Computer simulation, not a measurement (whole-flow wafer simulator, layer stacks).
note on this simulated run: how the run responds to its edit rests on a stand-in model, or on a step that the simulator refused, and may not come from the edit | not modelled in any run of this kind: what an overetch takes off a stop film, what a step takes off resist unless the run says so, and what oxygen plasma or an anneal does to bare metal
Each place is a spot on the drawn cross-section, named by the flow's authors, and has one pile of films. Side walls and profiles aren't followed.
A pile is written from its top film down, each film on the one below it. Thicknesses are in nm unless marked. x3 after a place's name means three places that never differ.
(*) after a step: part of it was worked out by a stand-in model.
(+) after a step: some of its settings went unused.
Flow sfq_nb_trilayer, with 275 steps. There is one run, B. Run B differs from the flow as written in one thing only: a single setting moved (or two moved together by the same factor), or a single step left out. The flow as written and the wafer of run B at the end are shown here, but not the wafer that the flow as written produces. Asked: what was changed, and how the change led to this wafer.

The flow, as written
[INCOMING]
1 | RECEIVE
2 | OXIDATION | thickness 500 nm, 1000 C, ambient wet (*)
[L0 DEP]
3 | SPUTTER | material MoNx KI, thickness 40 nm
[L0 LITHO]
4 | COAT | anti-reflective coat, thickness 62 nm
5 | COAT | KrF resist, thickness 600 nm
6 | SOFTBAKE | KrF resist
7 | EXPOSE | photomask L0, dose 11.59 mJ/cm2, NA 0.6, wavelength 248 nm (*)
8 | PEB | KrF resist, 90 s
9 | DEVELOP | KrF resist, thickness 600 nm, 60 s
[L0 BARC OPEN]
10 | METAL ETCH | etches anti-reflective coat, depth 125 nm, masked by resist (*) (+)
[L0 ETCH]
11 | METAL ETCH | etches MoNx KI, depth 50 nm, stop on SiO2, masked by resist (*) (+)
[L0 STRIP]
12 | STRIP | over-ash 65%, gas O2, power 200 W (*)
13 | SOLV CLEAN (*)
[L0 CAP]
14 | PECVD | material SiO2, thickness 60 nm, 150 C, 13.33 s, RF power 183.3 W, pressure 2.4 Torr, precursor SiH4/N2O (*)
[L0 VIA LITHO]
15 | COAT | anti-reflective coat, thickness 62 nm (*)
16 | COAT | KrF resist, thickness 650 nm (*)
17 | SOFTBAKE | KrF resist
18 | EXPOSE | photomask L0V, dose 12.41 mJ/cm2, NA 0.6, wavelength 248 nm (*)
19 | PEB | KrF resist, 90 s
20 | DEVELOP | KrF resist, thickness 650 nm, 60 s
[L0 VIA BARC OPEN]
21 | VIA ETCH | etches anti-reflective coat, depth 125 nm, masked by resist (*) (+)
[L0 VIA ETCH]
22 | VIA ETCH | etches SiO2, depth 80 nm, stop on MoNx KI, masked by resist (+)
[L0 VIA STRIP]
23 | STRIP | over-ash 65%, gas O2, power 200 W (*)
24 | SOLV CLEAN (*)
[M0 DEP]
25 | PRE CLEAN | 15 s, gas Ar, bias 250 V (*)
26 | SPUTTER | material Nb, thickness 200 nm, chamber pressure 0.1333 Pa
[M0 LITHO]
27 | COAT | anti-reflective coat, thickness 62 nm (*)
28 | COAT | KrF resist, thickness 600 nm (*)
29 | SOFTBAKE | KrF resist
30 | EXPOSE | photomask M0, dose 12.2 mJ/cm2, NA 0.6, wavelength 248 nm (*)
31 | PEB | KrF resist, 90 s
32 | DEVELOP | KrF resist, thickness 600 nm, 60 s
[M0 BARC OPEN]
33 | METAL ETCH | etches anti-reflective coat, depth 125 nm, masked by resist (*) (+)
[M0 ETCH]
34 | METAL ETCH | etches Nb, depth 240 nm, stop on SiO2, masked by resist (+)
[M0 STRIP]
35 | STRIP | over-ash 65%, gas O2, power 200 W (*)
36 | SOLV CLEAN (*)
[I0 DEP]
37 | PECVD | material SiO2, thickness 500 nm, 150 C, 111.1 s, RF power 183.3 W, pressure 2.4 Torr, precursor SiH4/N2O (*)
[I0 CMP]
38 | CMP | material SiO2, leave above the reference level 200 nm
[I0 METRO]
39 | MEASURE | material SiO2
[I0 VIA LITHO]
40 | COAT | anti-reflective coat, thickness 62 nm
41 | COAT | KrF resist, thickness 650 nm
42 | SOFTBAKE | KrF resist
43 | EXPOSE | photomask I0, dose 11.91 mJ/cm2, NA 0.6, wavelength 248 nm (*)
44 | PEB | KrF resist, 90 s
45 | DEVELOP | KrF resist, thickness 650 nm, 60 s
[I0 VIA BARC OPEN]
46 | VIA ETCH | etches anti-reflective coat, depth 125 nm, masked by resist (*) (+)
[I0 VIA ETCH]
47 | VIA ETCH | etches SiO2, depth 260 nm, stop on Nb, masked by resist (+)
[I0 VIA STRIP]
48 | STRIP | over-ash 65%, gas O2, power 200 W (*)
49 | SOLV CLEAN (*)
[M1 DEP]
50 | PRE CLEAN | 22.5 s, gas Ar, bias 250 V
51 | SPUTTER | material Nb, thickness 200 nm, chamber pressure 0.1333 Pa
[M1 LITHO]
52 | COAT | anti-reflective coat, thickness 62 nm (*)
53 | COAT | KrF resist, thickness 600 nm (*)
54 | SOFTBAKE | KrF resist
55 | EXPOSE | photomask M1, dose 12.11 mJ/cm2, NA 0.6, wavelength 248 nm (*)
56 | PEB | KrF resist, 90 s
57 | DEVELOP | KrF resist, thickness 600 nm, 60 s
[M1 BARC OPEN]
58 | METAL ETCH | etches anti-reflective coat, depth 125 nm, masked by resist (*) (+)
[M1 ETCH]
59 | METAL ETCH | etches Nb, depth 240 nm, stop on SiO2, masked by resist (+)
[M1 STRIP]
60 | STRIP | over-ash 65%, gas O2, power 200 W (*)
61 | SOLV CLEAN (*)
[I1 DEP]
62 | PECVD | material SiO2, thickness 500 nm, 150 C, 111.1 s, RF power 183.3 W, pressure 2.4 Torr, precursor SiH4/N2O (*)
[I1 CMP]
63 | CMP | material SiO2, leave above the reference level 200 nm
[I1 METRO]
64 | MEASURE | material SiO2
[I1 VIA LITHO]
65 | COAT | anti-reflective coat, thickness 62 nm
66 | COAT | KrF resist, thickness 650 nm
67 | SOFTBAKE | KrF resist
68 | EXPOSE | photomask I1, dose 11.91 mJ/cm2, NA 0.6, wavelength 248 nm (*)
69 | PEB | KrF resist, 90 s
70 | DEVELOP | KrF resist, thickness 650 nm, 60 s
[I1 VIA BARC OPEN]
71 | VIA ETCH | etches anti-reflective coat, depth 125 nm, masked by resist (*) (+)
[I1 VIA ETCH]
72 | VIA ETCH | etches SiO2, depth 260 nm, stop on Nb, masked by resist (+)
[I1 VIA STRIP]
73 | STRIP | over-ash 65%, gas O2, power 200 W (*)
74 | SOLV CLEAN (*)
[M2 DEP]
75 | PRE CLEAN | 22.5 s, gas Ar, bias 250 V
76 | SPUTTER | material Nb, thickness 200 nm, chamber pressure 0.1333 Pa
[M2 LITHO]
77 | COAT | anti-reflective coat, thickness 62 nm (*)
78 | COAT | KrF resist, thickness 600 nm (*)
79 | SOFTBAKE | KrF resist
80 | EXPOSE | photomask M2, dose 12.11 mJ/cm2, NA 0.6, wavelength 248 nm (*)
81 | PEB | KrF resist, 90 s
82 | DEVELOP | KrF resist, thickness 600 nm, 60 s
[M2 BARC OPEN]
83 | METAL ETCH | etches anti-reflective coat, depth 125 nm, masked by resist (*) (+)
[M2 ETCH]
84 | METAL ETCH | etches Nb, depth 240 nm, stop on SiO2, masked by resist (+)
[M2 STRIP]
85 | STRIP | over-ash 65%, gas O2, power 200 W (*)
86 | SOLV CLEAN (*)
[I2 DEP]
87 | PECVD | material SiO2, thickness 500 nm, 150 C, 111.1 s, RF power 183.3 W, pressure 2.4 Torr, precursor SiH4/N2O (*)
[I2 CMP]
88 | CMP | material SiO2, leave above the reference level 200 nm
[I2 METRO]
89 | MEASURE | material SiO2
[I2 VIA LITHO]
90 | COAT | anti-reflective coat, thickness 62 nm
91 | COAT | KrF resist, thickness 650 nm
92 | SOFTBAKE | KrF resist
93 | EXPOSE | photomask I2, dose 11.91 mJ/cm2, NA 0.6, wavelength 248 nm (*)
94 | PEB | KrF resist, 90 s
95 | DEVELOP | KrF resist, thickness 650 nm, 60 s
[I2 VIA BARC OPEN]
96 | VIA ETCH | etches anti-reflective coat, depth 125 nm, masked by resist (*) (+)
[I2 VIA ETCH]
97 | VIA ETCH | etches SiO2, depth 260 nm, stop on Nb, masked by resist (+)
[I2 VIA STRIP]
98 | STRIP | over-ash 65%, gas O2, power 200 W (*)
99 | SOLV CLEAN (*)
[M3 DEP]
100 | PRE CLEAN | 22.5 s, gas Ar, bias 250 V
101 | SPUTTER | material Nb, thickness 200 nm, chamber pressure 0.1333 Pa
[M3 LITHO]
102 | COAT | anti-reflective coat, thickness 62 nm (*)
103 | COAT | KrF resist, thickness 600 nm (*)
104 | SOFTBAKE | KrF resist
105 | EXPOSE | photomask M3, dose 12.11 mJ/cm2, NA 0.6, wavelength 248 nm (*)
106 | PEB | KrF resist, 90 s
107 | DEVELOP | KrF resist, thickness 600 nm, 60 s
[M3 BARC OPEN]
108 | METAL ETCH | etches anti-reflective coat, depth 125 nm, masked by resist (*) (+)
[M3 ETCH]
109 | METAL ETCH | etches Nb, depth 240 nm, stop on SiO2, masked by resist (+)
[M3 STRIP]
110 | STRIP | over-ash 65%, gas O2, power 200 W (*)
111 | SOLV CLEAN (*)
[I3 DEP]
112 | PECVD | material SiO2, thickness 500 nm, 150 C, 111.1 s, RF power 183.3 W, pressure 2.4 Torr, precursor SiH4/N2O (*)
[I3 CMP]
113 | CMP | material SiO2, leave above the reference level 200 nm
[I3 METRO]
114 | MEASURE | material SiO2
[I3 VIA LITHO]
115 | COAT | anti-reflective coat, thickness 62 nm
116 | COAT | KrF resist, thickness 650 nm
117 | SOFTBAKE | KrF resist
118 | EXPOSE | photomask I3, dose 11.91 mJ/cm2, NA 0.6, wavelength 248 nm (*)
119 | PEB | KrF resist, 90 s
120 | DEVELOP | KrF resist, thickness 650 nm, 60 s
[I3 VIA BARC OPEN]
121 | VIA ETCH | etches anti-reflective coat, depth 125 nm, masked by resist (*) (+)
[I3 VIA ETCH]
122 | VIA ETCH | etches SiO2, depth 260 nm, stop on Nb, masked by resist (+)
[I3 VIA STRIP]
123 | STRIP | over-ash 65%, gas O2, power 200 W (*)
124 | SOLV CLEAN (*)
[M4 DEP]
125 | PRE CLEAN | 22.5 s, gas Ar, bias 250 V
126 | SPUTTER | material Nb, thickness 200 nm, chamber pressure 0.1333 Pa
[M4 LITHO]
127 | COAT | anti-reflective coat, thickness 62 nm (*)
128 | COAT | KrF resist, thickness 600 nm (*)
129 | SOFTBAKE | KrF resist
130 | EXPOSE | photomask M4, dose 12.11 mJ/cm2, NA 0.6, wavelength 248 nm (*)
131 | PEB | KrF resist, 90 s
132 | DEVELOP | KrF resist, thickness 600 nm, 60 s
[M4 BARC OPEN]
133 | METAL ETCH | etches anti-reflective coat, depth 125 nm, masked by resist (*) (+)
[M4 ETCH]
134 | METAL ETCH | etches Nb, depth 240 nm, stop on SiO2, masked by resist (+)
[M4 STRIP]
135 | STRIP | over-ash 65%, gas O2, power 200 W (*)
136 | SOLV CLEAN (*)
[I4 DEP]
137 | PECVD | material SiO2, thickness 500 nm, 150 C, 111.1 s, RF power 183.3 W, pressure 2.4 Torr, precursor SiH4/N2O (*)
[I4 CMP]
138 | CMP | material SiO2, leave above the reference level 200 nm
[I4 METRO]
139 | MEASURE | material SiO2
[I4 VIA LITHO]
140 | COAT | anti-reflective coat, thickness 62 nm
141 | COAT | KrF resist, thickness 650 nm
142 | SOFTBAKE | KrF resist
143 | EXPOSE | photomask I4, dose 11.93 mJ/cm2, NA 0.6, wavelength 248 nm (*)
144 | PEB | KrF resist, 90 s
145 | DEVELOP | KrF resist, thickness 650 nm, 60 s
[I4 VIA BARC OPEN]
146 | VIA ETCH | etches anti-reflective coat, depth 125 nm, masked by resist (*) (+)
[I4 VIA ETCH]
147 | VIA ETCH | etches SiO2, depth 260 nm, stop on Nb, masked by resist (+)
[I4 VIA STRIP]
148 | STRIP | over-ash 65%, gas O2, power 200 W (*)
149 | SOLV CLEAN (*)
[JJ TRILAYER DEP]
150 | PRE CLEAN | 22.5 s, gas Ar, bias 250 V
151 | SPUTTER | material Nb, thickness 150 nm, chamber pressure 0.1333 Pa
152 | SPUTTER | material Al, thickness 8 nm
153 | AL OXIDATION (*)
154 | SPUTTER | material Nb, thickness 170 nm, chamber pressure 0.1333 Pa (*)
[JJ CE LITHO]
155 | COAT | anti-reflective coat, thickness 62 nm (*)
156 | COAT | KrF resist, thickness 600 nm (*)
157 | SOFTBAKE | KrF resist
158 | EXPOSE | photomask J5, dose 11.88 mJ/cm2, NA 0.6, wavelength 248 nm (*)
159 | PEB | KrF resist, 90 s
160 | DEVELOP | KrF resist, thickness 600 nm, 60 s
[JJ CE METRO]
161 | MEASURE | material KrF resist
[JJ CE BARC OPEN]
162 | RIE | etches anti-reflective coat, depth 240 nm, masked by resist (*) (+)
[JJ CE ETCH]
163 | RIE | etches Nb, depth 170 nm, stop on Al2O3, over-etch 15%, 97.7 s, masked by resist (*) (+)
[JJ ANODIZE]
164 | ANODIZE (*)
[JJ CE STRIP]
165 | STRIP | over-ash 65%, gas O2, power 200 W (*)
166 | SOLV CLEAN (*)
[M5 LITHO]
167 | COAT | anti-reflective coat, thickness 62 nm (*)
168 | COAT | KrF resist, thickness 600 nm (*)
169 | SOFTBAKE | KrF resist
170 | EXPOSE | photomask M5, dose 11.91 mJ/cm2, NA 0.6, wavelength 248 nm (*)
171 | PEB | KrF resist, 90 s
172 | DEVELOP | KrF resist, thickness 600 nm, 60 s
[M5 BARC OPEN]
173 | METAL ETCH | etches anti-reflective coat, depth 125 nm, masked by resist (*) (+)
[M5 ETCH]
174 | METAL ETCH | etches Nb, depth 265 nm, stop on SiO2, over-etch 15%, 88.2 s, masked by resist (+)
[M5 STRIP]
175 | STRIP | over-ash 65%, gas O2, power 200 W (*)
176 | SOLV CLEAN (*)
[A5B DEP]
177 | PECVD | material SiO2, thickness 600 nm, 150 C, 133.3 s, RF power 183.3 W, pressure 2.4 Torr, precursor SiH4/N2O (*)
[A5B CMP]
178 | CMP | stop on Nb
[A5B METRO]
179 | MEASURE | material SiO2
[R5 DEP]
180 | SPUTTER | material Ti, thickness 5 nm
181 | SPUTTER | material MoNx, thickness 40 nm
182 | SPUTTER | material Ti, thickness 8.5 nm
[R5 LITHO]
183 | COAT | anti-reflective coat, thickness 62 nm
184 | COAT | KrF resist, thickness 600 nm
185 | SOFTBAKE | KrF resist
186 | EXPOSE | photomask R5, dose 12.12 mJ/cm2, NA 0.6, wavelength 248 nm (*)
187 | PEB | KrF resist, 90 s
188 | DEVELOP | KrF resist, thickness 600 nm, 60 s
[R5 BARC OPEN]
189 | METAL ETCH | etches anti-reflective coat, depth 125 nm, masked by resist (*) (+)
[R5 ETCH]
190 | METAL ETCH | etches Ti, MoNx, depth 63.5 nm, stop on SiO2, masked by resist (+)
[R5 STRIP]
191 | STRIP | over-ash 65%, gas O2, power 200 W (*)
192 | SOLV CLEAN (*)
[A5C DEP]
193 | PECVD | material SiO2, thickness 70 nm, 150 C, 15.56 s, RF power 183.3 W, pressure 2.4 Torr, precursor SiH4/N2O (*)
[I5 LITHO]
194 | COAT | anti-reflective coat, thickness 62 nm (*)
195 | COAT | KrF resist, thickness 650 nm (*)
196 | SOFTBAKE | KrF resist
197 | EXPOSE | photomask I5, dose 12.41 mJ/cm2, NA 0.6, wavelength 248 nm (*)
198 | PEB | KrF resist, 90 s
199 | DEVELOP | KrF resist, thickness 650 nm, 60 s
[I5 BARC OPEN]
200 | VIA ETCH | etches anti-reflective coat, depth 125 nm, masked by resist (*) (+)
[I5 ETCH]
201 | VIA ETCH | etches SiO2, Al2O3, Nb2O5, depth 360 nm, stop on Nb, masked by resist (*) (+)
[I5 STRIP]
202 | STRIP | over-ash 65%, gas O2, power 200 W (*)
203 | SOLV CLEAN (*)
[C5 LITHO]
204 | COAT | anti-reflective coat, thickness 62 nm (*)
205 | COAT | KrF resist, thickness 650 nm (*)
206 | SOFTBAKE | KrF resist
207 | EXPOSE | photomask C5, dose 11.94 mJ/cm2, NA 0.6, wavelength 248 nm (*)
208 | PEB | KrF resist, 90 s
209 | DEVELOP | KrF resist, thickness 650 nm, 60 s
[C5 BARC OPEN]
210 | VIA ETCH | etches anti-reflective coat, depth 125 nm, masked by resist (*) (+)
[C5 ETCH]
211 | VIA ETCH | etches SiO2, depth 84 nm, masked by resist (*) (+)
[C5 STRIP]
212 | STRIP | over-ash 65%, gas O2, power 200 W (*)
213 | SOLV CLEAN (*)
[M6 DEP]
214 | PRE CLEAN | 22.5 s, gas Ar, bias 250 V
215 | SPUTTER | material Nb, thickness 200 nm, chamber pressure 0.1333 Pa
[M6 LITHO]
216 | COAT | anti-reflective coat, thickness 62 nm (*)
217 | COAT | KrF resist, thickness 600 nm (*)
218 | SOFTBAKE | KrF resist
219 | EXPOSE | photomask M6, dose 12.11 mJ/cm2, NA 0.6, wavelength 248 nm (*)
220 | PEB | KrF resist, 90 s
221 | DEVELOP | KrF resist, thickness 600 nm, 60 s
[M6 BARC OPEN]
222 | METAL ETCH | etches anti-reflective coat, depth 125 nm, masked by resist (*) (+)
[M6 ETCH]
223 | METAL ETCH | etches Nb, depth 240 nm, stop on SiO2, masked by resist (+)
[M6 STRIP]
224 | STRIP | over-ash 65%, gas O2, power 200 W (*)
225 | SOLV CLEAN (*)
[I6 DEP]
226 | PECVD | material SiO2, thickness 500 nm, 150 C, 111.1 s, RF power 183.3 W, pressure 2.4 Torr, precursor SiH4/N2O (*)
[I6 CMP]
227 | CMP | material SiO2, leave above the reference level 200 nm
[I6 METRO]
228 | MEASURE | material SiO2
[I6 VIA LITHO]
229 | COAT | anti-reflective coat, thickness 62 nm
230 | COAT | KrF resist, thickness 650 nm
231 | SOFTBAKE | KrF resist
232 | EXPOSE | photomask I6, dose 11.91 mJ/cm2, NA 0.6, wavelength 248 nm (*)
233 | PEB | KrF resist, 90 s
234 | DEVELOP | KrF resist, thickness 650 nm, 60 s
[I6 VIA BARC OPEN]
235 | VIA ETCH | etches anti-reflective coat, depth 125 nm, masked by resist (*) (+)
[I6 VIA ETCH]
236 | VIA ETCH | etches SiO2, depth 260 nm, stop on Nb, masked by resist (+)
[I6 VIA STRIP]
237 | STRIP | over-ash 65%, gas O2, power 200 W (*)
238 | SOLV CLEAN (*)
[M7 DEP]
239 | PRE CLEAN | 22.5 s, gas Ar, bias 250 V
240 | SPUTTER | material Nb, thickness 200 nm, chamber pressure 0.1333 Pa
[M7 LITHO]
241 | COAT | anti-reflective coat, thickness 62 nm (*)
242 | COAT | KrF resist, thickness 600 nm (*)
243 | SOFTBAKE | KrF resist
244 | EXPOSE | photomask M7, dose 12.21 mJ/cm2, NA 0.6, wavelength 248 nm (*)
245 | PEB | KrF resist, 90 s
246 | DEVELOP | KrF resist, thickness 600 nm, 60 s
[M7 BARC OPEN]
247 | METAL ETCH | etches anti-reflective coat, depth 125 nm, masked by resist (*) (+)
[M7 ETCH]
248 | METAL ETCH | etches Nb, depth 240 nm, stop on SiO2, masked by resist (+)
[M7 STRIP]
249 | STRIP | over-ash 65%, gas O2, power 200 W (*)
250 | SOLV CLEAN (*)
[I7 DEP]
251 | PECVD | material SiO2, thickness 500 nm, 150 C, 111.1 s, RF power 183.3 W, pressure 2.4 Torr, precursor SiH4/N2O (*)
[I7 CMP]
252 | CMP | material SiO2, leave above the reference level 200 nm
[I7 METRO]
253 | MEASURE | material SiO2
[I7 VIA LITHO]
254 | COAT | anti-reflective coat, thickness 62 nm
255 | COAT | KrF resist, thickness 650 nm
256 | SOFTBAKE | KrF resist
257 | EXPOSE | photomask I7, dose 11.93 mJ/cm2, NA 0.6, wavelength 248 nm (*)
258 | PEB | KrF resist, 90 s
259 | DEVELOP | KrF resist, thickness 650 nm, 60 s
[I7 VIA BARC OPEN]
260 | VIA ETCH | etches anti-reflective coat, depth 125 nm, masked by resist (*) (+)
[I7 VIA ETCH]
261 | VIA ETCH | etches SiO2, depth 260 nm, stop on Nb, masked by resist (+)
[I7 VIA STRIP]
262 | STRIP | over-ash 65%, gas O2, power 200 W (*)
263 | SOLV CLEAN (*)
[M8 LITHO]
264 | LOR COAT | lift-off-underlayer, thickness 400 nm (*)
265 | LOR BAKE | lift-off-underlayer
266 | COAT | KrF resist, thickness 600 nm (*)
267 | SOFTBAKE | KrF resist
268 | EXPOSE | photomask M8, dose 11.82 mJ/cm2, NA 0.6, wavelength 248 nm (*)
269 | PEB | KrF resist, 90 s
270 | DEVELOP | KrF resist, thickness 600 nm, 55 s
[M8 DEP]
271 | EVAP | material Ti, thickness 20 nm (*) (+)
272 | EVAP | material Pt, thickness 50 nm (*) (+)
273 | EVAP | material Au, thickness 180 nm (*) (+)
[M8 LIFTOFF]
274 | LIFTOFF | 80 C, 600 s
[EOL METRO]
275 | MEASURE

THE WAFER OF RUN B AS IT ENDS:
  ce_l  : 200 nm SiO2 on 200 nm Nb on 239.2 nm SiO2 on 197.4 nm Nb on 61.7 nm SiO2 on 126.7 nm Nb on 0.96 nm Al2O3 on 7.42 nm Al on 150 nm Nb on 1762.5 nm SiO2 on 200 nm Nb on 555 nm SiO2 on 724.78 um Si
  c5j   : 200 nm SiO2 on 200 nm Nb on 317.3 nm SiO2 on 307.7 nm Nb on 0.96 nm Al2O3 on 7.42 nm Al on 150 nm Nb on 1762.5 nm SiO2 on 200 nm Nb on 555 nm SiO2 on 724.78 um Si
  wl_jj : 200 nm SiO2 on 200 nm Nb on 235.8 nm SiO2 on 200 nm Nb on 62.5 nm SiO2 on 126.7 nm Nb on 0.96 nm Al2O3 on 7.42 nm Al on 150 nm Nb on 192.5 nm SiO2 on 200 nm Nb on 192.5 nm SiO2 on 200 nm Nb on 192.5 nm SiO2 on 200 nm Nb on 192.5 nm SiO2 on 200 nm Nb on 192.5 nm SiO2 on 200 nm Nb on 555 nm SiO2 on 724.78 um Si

The reason: step 190, METAL ETCH: depth 96.8 nm was run, while the flow as written has depth 63.5 nm.

Step by step, how the change led to this:
  190 | METAL ETCH | etches Ti, MoNx, depth 63.5 nm, stop on SiO2, masked by resist (+)
      be_r, r_sur, res, r_end, r5r_line_l, r5r_line_c, r5r_line_r: KrF resist loses 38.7 (as written it would have been: KrF resist loses 25.4)
      ce_l, c5j, ce_r, wl_jj: Ti loses 8.5 (all of it), MoNx loses 40 (all of it), Ti loses 5 (all of it), Nb loses 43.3 (as written it would have been: Ti loses 8.5 (all of it), MoNx loses 40 (all of it), Ti loses 5 (all of it), Nb loses 10)
  191 | STRIP | over-ash 65%, gas O2, power 200 W (*)
      be_r, r_sur, res, r_end, r5r_line_l, r5r_line_c, r5r_line_r: KrF resist loses 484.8 (all of it), anti-reflective coat loses 62 (all of it) (as written it would have been: KrF resist loses 498.2 (all of it), anti-reflective coat loses 62 (all of it))
  194 | COAT | anti-reflective coat, thickness 62 nm (*)
      wl_j_sl, wl_j_sr: anti-reflective coat gains 55.1 (new film) (as written it would have been: anti-reflective coat gains 60.2 (new film))
      jj_sur: anti-reflective coat gains 55.5 (new film) (as written it would have been: anti-reflective coat gains 60.8 (new film))
      (and at 5 other places as well)
  195 | COAT | KrF resist, thickness 650 nm (*)
      c5j: KrF resist gains 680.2 (new film) (as written it would have been: KrF resist gains 662.7 (new film))
      wl_jj: KrF resist gains 671.2 (new film) (as written it would have been: KrF resist gains 654.8 (new film))
  202 | STRIP | over-ash 65%, gas O2, power 200 W (*)
      wl_j_sl, wl_j_sr: KrF resist loses 333 (all of it), anti-reflective coat loses 55.1 (all of it) (as written it would have been: KrF resist loses 333.3 (all of it), anti-reflective coat loses 60.2 (all of it))
      jj_sur: KrF resist loses 337.5 (all of it), anti-reflective coat loses 55.5 (all of it) (as written it would have been: KrF resist loses 337.2 (all of it), anti-reflective coat loses 60.8 (all of it))
      (and at 5 other places as well)
  204 | COAT | anti-reflective coat, thickness 62 nm (*)
      wl_j_sl, wl_j_sr: anti-reflective coat gains 55.1 (new film) (as written it would have been: anti-reflective coat gains 60.2 (new film))
      jj_sur: anti-reflective coat gains 54.4 (new film) (as written it would have been: anti-reflective coat gains 59.5 (new film))
      (and at 5 other places as well)
  205 | COAT | KrF resist, thickness 650 nm (*)
      c5j: KrF resist gains 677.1 (new film) (as written it would have been: KrF resist gains 659.4 (new film))
      wl_jj: KrF resist gains 671.2 (new film) (as written it would have been: KrF resist gains 654.8 (new film))
  209 | DEVELOP | KrF resist, thickness 650 nm, 60 s
      c5j: KrF resist loses 675.7 (all of it) (as written it would have been: KrF resist loses 658.1 (all of it))
  210 | VIA ETCH | etches anti-reflective coat, depth 125 nm, masked by resist (*) (+)
      c5j: anti-reflective coat loses 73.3 (all of it) (as written it would have been: anti-reflective coat loses 63.9 (all of it), SiO2 loses 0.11)
  212 | STRIP | over-ash 65%, gas O2, power 200 W (*)
      wl_j_sl, wl_j_sr: KrF resist loses 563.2 (all of it), anti-reflective coat loses 55.1 (all of it) (as written it would have been: KrF resist loses 563.4 (all of it), anti-reflective coat loses 60.2 (all of it))
      jj_sur: KrF resist loses 562.1 (all of it), anti-reflective coat loses 54.4 (all of it) (as written it would have been: KrF resist loses 562 (all of it), anti-reflective coat loses 59.5 (all of it))
      (and at 4 other places as well)
  216 | COAT | anti-reflective coat, thickness 62 nm (*)
      wl_j_sl, wl_j_sr: anti-reflective coat gains 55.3 (new film) (as written it would have been: anti-reflective coat gains 60.2 (new film))
      jj_sur: anti-reflective coat gains 50.9 (new film) (as written it would have been: anti-reflective coat gains 56.1 (new film))
      (and at 5 other places as well)
  217 | COAT | KrF resist, thickness 600 nm (*)
      ce_l: KrF resist gains 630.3 (new film) (as written it would have been: KrF resist gains 614.7 (new film))
      c5j: KrF resist gains 654 (new film) (as written it would have been: KrF resist gains 636 (new film))
      (and at 2 other places as well)
  224 | STRIP | over-ash 65%, gas O2, power 200 W (*)
      wl_j_sl, wl_j_sr: KrF resist loses 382 (all of it), anti-reflective coat loses 55.3 (all of it) (as written it would have been: KrF resist loses 382.5 (all of it), anti-reflective coat loses 60.2 (all of it))
      jj_sur: KrF resist loses 378.1 (all of it), anti-reflective coat loses 50.9 (all of it) (as written it would have been: KrF resist loses 378.5 (all of it), anti-reflective coat loses 56.1 (all of it))
      (and at 5 other places as well)
  227 | CMP | material SiO2, leave above the reference level 200 nm
      ce_l, ce_r: SiO2 loses 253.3 (as written it would have been: SiO2 loses 290)
      c5j: SiO2 loses 186.3 (as written it would have been: SiO2 loses 223)
      (and at 1 other place as well)
